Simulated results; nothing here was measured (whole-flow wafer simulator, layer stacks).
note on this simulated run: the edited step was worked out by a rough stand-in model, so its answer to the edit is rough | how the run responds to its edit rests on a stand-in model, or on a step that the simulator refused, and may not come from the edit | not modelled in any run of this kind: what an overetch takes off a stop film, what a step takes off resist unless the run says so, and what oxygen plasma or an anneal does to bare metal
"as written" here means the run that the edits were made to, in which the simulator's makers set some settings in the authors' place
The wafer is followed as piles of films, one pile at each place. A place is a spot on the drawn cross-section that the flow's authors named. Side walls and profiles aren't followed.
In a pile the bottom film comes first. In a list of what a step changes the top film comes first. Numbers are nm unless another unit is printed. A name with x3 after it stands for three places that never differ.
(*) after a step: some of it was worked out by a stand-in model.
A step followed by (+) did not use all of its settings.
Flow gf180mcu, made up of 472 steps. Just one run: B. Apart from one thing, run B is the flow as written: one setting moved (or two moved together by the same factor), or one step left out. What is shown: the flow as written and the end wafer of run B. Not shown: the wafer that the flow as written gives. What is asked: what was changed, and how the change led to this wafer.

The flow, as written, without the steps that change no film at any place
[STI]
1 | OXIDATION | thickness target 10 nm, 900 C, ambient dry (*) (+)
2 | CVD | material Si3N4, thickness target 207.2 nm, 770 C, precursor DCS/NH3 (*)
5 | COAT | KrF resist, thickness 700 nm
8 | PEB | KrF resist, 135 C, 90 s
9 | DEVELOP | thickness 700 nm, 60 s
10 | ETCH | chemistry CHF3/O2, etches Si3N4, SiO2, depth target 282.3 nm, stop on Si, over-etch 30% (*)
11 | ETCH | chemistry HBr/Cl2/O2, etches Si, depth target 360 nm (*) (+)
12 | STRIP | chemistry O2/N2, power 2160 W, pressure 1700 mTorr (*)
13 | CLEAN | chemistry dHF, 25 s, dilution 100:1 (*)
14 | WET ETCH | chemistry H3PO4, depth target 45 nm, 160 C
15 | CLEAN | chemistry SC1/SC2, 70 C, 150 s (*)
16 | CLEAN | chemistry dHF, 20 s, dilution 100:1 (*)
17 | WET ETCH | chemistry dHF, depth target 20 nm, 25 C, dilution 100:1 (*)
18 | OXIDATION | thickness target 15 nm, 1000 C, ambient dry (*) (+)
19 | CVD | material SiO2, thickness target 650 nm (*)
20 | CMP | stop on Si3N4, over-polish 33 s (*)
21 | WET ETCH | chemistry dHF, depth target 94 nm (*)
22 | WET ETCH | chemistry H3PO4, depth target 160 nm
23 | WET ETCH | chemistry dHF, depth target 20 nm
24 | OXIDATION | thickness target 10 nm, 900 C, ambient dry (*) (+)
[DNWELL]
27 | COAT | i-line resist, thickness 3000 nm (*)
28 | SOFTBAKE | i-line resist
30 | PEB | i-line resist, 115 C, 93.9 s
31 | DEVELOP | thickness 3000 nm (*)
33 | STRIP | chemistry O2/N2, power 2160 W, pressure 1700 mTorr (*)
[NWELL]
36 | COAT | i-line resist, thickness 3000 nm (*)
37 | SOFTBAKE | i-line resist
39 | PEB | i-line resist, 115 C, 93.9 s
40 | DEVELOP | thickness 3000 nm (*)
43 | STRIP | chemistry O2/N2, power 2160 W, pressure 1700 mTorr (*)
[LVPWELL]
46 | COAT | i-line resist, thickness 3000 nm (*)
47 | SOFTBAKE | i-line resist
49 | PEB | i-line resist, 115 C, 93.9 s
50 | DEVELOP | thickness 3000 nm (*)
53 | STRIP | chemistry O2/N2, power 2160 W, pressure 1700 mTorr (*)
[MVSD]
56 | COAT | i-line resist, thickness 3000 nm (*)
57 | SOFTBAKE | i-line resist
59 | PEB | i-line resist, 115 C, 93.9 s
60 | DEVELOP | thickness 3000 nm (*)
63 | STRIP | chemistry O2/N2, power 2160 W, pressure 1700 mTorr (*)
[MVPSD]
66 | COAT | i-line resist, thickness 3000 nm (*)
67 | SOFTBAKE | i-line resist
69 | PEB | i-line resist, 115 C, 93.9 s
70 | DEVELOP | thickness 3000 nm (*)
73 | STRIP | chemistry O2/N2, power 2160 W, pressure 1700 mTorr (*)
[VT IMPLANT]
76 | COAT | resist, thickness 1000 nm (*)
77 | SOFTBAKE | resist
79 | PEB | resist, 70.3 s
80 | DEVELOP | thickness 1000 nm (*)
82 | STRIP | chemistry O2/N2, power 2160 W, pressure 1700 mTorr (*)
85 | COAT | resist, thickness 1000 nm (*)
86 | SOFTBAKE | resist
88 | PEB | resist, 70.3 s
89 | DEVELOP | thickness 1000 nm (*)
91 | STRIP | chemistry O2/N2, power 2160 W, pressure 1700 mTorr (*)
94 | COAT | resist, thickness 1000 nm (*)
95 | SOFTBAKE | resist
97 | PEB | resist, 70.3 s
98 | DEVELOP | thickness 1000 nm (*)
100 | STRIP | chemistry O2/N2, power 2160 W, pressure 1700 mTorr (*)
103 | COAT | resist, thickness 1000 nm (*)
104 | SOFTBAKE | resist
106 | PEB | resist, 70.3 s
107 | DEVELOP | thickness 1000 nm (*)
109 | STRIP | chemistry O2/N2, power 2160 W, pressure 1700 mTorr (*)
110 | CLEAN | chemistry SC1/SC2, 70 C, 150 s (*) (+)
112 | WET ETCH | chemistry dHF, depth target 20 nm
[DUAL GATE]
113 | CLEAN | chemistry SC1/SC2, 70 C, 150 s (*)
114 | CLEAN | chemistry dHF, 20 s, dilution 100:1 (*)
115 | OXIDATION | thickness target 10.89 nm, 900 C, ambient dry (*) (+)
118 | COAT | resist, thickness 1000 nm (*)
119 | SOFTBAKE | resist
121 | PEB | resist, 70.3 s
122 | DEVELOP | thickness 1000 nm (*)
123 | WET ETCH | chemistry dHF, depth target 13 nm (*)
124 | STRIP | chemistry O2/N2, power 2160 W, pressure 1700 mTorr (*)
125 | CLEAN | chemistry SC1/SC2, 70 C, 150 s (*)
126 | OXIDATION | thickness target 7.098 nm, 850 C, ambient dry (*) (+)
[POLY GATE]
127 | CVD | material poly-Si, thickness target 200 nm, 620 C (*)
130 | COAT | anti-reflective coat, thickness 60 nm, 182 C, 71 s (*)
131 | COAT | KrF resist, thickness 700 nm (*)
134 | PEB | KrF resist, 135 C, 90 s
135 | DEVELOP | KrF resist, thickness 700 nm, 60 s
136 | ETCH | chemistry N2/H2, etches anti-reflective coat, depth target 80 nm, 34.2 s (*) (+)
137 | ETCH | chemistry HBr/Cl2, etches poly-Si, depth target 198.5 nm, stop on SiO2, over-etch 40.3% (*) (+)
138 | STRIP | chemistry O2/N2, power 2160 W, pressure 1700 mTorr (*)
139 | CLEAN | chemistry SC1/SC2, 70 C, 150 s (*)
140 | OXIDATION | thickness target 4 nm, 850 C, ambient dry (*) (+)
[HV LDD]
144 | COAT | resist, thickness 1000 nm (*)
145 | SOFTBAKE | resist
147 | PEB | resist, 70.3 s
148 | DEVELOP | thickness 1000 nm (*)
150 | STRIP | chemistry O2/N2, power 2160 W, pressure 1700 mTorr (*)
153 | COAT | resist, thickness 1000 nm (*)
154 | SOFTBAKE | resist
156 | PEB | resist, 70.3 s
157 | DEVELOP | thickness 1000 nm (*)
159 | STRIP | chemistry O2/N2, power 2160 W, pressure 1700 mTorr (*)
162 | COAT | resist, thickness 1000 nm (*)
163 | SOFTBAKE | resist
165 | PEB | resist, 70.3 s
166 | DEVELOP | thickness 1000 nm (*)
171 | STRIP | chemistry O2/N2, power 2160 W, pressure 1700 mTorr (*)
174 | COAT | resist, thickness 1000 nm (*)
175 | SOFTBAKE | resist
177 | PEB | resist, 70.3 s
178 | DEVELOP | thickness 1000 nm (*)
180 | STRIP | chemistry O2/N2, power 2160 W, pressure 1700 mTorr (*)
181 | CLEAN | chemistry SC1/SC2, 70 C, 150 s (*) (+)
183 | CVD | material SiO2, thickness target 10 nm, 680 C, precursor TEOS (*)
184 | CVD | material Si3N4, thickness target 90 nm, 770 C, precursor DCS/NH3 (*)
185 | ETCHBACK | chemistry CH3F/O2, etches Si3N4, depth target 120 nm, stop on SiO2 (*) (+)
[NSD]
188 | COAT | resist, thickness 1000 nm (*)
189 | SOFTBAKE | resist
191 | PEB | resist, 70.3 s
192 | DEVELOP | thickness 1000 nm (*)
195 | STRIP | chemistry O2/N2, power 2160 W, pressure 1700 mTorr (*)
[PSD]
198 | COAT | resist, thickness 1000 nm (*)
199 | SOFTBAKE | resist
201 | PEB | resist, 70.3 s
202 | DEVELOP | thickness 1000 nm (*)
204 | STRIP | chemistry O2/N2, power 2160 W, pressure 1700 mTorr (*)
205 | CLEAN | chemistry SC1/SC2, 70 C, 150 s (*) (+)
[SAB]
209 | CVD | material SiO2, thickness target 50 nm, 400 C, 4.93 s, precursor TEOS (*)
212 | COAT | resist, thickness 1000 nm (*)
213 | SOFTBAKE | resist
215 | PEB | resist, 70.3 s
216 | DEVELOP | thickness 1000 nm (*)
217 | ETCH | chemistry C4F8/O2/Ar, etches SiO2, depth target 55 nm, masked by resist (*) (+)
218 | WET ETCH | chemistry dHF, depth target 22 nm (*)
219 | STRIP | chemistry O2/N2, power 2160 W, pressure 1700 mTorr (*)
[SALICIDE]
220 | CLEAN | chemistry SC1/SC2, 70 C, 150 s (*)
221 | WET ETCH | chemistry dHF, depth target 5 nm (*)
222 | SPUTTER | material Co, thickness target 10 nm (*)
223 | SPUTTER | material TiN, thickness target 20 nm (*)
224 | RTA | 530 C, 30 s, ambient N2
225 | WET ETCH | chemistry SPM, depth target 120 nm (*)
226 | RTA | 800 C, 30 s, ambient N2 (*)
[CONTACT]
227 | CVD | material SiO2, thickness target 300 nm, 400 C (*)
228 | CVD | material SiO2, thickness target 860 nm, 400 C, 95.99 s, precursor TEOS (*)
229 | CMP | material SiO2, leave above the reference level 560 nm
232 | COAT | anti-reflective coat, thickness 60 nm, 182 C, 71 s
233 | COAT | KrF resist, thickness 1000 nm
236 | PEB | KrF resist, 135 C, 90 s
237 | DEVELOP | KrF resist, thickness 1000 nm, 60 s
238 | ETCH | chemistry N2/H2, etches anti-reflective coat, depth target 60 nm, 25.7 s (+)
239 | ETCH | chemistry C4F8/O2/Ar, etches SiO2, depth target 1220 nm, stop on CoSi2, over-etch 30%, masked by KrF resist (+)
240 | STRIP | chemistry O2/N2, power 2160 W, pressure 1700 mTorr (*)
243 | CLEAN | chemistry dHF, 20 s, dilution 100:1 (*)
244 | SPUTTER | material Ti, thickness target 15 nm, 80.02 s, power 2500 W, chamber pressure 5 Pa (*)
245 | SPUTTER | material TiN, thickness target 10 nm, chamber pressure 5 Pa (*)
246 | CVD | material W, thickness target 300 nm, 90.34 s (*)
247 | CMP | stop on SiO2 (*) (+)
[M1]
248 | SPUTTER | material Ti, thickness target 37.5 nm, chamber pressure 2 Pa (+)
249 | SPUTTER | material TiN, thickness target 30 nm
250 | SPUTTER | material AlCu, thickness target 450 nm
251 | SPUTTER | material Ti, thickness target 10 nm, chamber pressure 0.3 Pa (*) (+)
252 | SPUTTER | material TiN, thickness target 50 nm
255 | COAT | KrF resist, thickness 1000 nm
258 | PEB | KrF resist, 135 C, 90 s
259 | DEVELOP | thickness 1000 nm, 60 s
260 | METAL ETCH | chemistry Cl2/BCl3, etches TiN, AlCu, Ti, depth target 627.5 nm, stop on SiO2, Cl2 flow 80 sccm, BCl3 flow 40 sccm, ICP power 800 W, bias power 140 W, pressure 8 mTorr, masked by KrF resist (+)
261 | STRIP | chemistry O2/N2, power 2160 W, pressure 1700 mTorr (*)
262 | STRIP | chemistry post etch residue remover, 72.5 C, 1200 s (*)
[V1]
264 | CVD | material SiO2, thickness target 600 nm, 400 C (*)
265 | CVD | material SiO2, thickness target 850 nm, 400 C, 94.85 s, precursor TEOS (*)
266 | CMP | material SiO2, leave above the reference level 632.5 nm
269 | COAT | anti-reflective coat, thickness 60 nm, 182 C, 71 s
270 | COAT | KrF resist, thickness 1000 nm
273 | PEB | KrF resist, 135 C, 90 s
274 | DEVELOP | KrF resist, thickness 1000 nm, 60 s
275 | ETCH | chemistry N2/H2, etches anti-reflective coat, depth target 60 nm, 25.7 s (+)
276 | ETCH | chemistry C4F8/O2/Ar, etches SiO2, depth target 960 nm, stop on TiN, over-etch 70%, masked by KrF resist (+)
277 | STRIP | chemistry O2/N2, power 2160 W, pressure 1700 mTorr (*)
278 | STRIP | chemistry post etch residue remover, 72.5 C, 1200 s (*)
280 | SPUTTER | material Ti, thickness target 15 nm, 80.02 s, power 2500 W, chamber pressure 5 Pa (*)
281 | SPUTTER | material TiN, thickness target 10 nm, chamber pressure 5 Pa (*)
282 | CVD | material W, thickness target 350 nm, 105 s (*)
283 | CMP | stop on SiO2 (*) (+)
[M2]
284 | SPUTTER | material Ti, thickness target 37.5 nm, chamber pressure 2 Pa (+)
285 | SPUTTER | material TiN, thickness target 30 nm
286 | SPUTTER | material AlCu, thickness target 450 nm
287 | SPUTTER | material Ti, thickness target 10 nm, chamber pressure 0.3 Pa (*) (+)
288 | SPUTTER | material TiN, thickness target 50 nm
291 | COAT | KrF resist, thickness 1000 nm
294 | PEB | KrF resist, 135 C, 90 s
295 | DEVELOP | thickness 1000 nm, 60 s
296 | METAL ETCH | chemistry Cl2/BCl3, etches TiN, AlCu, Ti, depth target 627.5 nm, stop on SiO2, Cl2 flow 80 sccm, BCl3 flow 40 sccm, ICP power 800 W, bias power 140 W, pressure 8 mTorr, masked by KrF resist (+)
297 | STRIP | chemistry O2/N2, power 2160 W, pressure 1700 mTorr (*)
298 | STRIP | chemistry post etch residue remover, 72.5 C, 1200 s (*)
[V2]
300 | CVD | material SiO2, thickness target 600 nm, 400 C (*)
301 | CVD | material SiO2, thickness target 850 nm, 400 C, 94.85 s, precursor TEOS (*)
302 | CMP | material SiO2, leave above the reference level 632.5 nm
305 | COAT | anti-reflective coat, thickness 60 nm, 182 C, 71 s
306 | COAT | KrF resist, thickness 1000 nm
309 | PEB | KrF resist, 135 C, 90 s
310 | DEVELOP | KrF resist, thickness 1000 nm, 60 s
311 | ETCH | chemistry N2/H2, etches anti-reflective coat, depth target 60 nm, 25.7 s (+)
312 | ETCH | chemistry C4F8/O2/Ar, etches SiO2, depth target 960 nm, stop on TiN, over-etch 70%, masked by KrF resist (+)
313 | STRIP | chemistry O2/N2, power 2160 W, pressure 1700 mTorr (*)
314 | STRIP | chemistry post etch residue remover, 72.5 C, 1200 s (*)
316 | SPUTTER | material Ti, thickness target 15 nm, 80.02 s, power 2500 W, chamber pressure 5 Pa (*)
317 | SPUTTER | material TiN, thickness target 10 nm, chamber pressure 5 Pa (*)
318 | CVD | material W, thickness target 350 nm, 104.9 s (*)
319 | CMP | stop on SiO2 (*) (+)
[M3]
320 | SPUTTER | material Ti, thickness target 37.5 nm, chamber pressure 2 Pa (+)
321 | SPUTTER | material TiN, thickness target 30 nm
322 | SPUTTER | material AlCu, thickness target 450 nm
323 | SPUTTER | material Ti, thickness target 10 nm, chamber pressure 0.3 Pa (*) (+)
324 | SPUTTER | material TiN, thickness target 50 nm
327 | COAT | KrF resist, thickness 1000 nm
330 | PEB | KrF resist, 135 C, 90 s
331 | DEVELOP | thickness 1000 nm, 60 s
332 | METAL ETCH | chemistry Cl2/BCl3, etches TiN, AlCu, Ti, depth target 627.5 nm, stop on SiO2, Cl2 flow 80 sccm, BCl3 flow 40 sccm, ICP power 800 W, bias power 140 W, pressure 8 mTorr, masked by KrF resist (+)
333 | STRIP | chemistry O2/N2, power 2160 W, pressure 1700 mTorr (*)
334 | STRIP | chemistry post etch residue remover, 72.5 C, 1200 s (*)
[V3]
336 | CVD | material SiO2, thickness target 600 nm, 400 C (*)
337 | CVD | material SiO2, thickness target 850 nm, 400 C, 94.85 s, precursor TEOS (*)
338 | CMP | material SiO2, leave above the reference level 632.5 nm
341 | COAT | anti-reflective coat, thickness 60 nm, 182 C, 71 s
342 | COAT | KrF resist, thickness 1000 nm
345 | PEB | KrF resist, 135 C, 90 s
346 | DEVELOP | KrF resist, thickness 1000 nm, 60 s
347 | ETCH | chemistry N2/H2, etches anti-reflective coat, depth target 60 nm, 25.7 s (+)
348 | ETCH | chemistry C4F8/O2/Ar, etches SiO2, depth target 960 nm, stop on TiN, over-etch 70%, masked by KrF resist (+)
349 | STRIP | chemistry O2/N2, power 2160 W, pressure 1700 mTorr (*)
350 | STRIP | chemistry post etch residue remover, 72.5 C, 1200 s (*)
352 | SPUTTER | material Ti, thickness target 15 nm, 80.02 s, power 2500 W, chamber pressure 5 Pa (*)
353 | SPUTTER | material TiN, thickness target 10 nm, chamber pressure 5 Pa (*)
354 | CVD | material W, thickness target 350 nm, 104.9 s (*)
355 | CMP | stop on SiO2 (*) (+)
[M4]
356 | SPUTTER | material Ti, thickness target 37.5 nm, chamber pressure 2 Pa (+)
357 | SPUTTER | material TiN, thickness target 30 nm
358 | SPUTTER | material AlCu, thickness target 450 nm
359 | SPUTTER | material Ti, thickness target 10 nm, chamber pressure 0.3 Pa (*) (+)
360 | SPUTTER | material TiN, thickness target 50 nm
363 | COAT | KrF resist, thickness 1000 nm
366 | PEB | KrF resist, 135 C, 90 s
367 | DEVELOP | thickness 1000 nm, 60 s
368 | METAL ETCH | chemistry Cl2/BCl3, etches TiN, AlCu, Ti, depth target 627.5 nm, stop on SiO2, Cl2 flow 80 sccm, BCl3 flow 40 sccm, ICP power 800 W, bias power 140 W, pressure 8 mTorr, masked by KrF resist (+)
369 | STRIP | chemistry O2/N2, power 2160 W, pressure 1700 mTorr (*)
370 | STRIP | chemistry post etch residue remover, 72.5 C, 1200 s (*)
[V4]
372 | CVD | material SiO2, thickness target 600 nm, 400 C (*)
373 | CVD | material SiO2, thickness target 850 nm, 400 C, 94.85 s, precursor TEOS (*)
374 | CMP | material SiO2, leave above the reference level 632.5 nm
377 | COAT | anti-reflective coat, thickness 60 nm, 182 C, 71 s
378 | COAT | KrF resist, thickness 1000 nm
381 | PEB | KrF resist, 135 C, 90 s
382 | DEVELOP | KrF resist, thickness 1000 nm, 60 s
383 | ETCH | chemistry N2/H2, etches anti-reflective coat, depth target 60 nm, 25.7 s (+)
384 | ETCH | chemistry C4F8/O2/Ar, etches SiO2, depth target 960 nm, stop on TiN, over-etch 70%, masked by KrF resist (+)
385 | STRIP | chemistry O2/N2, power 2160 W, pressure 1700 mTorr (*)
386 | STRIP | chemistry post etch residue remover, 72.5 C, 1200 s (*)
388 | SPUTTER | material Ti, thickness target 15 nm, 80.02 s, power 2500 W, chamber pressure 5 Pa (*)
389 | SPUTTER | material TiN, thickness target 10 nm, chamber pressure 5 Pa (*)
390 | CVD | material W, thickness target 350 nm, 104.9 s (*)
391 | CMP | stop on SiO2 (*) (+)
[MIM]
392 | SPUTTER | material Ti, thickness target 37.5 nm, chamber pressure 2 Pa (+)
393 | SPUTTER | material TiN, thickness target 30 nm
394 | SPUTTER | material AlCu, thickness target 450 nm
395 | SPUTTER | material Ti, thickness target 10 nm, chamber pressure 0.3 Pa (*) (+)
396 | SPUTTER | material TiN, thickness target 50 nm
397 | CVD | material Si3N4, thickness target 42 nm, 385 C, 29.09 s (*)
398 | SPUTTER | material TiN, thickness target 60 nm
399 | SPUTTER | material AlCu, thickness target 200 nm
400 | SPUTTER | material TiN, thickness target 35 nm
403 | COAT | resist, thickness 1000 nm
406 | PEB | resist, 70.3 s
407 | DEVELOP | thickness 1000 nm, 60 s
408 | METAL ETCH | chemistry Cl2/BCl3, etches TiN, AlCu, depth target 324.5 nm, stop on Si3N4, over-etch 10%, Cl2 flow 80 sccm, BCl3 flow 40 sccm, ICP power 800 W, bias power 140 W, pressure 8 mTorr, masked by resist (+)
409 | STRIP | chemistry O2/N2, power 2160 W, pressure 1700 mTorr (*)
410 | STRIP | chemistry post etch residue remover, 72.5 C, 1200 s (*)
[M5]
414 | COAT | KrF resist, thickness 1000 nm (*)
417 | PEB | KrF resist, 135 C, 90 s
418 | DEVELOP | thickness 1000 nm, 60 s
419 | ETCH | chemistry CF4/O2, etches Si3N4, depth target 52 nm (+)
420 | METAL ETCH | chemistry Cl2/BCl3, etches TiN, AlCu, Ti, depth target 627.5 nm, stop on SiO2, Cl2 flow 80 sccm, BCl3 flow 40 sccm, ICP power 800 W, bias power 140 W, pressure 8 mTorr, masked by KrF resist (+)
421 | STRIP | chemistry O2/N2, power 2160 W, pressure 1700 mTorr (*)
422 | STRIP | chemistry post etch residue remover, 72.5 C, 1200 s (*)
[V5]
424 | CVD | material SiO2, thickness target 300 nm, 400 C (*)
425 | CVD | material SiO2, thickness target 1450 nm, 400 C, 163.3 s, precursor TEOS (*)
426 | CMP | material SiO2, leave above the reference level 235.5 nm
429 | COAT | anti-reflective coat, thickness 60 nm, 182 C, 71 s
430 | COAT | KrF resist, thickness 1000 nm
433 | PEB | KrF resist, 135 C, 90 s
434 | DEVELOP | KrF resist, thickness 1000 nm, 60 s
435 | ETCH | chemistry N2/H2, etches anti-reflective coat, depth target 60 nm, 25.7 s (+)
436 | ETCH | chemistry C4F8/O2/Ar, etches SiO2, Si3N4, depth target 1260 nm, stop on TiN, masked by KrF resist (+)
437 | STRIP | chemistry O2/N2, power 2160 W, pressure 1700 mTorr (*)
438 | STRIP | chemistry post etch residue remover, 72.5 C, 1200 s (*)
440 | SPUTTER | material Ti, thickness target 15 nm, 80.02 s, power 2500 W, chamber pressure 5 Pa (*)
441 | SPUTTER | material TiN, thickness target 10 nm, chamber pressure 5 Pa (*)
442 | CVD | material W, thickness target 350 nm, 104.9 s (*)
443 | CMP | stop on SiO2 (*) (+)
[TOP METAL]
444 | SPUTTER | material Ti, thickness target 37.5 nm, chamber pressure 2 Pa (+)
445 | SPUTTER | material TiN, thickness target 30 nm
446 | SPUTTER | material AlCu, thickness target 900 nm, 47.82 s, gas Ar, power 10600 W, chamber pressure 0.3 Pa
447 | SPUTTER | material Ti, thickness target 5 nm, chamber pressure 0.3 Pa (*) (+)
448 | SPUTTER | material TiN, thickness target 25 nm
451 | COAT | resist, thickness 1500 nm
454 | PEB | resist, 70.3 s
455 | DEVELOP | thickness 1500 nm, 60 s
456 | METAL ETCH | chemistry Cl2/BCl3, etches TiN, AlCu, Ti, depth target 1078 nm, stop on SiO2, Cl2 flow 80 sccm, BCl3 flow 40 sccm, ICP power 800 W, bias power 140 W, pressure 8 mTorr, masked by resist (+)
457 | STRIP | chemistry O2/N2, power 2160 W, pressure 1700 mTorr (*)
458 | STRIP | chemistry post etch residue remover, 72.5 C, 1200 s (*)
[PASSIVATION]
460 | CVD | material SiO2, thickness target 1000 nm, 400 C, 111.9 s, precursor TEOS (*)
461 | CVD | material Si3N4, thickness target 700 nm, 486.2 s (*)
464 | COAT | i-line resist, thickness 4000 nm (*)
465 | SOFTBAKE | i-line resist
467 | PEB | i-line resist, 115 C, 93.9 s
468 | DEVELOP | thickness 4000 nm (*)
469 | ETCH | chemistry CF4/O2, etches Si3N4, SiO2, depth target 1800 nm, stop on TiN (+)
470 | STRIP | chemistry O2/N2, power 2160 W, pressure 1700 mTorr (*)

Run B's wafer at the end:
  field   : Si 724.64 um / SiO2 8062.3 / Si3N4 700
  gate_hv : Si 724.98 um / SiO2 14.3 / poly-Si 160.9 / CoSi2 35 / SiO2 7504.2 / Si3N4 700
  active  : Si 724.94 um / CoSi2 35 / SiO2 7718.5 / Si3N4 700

What caused this: step 227, CVD: thickness target 135 nm was run, though the flow has thickness target 300 nm.

The path from the change to this, step by step:
  227 | CVD | material SiO2, thickness target 300 nm, 400 C (*)
      field, field__w1, field__w2 and 58 more: +135 SiO2 (it would be, as written: +300 SiO2)
      active, p_well, gate and 47 more: +135 SiO2 (new film) (it would be, as written: +300 SiO2 (new film))
  228 | CVD | material SiO2, thickness target 860 nm, 400 C, 95.99 s, precursor TEOS (*)
      field__w3, field__w12: +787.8 SiO2 (it would be, as written: +807.3 SiO2)
      field__w2: +792.4 SiO2 (it would be, as written: +810.7 SiO2)
  229 | CMP | material SiO2, leave above the reference level 560 nm
      ld_drift_p, ld_drn_p: -438.9 SiO2 (it would be, as written: -425.8 SiO2)
      nw_enc_fld_lv__w1, nw_enc_fld_lv__w4: -322.7 SiO2 (it would be, as written: -332.2 SiO2)
      (as well as at 8 more places)
  239 | ETCH | chemistry C4F8/O2/Ar, etches SiO2, depth target 1220 nm, stop on CoSi2, over-etch 30%, masked by KrF resist (+)
      field, field__w1, field__w2 and 105 more: -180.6 KrF resist (it would be, as written: -223.5 KrF resist)
      polyc_n, polyc_p: -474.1 SiO2 (all of it) (it would be, as written: -639.1 SiO2 (all of it))
      (as well as at 1 more place)
  240 | STRIP | chemistry O2/N2, power 2160 W, pressure 1700 mTorr (*)
      field, field__w1, field__w2 and 105 more: -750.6 KrF resist (all of it), -60 anti-reflective coat (all of it) (it would be, as written: -707.7 KrF resist (all of it), -60 anti-reflective coat (all of it))
  244 | SPUTTER | material Ti, thickness target 15 nm, 80.02 s, power 2500 W, chamber pressure 5 Pa (*)
      contact: +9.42 Ti (new film) (it would be, as written: +8.55 Ti (new film))
  245 | SPUTTER | material TiN, thickness target 10 nm, chamber pressure 5 Pa (*)
      contact: +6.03 TiN (new film) (it would be, as written: +5.48 TiN (new film))
  246 | CVD | material W, thickness target 300 nm, 90.34 s (*)
      polyc_n, polyc_p: +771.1 W (new film) (it would be, as written: +936.1 W (new film))
      contact: +1001.1 W (new film) (it would be, as written: +1167.5 W (new film))
